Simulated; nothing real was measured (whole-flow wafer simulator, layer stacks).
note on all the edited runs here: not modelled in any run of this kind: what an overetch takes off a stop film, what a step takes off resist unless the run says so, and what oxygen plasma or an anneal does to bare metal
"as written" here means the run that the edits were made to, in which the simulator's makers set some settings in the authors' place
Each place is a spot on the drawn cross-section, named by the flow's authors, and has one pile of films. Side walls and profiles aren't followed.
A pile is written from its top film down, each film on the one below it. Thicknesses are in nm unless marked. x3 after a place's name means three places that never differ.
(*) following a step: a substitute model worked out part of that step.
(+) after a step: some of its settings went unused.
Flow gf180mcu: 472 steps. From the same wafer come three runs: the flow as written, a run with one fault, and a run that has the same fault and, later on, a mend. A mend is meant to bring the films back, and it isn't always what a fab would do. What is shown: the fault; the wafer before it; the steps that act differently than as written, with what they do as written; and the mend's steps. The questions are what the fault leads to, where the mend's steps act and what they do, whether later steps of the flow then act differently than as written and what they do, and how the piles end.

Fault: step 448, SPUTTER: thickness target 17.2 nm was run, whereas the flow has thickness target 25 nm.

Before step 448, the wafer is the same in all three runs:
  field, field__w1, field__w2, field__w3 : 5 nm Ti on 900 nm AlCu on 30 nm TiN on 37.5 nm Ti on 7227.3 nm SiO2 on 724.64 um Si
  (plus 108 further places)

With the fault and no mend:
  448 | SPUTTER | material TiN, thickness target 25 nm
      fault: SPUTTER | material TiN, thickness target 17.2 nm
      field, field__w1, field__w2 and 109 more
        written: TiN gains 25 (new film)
        fault: TiN gains 17.2 (new film)
  Steps later in the flow that act otherwise than as written (5 other steps are not shown; they differ only slightly, by no more than 2% or 0.5 nm, whichever is larger):
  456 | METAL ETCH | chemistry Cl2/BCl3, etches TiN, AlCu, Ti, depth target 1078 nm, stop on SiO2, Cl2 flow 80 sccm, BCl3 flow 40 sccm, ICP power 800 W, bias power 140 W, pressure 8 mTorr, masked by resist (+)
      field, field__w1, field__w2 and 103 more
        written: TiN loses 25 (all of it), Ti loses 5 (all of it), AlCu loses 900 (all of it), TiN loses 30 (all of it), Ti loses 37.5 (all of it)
        fault: TiN loses 17.2 (all of it), Ti loses 5 (all of it), AlCu loses 900 (all of it), TiN loses 30 (all of it), Ti loses 37.5 (all of it)
  By the end, the piles at field__w8, contact, m1, m1__w1, pad, m1_nw depart from the flow's by more than 2% or 0.5 nm, whichever is larger.
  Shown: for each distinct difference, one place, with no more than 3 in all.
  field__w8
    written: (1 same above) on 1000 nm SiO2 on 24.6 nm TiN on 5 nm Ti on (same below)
    fault: (1 same above) on 1000 nm SiO2 on 16.8 nm TiN on 5 nm Ti on (same below)
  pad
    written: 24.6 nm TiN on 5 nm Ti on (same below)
    fault: 16.8 nm TiN on 5 nm Ti on (same below)

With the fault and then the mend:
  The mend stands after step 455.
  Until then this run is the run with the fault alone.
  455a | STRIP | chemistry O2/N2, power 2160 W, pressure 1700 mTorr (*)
      field__w8, contact, m1, m1__w1, pad, m1_nw
        resist loses 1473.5 (all of it)
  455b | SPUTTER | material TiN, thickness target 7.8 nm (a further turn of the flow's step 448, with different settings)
      field, field__w1, field__w2 and 109 more
        TiN gains 7.8
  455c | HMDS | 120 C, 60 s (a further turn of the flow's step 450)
      does not change any film at any place that is followed
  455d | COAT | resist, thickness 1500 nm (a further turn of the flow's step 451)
      field, field__w1, field__w2 and 109 more
        resist gains 1500 (new film)
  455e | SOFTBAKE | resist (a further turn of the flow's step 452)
      does not change any film at any place that is followed
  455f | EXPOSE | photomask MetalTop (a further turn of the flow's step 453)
      does not change any film at any place that is followed
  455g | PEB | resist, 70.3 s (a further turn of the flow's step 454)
      field, field__w1, field__w2 and 109 more
        resist loses 26.5
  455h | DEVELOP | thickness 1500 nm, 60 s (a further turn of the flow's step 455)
      field, field__w1, field__w2 and 103 more
        resist loses 1473.5 (all of it)
  Later steps of the flow that are run all act as written at every place that is followed.
  The piles end the same as the flow's at every place that both follow.
